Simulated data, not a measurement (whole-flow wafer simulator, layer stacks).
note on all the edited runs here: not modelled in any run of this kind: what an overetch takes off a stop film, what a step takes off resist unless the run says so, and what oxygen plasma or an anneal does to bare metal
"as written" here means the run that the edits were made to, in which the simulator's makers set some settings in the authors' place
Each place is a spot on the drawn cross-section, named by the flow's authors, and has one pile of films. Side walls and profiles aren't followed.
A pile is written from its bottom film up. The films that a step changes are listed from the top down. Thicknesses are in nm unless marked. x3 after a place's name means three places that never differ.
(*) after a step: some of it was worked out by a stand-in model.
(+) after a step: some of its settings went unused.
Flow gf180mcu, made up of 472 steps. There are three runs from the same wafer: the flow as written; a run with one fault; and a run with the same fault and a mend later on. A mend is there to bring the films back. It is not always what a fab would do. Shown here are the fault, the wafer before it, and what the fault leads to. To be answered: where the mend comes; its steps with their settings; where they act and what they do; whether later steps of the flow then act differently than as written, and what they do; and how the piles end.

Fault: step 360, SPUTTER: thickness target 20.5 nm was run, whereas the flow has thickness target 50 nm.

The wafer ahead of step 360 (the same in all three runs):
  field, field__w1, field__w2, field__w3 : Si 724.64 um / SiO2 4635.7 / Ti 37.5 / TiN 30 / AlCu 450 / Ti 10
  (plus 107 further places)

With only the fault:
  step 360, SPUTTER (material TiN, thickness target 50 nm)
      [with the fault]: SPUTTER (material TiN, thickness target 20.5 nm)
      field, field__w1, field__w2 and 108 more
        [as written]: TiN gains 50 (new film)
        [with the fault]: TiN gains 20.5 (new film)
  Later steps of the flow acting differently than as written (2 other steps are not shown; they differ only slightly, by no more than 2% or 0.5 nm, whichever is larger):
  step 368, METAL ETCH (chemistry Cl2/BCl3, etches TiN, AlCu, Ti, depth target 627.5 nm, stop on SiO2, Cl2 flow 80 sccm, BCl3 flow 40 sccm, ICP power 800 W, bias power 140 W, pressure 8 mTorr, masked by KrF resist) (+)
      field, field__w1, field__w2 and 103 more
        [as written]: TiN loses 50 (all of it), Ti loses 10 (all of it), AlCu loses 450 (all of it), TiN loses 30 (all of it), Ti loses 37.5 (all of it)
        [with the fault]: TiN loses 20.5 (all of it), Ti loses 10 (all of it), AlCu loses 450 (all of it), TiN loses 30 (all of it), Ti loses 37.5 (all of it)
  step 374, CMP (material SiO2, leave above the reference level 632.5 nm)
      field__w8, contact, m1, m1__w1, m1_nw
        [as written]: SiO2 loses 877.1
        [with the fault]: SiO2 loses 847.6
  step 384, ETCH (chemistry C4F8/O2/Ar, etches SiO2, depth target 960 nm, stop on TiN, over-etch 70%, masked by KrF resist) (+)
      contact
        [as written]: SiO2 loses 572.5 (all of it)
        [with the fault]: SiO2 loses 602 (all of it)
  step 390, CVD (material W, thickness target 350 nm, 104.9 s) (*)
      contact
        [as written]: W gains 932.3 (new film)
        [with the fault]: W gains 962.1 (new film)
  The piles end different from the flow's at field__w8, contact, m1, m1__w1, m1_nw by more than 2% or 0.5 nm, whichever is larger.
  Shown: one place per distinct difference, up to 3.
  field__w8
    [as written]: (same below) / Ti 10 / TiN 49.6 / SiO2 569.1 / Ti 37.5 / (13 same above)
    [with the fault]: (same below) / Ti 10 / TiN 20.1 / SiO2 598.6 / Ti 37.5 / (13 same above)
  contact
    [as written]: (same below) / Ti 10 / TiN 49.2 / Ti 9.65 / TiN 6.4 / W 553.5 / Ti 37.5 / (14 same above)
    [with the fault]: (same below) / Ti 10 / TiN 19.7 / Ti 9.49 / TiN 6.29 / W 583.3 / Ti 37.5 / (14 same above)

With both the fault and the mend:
  The mend follows step 360.
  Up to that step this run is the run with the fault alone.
  step 360a, SPUTTER (material TiN, thickness target 29.5 nm) (the flow's step 360, run once more with other settings)
      field, field__w1, field__w2 and 108 more
        TiN gains 29.5
  Later steps of the flow that are run all act as written at every place that is followed.
  By the end, the piles equal the flow's at every place that both follow.
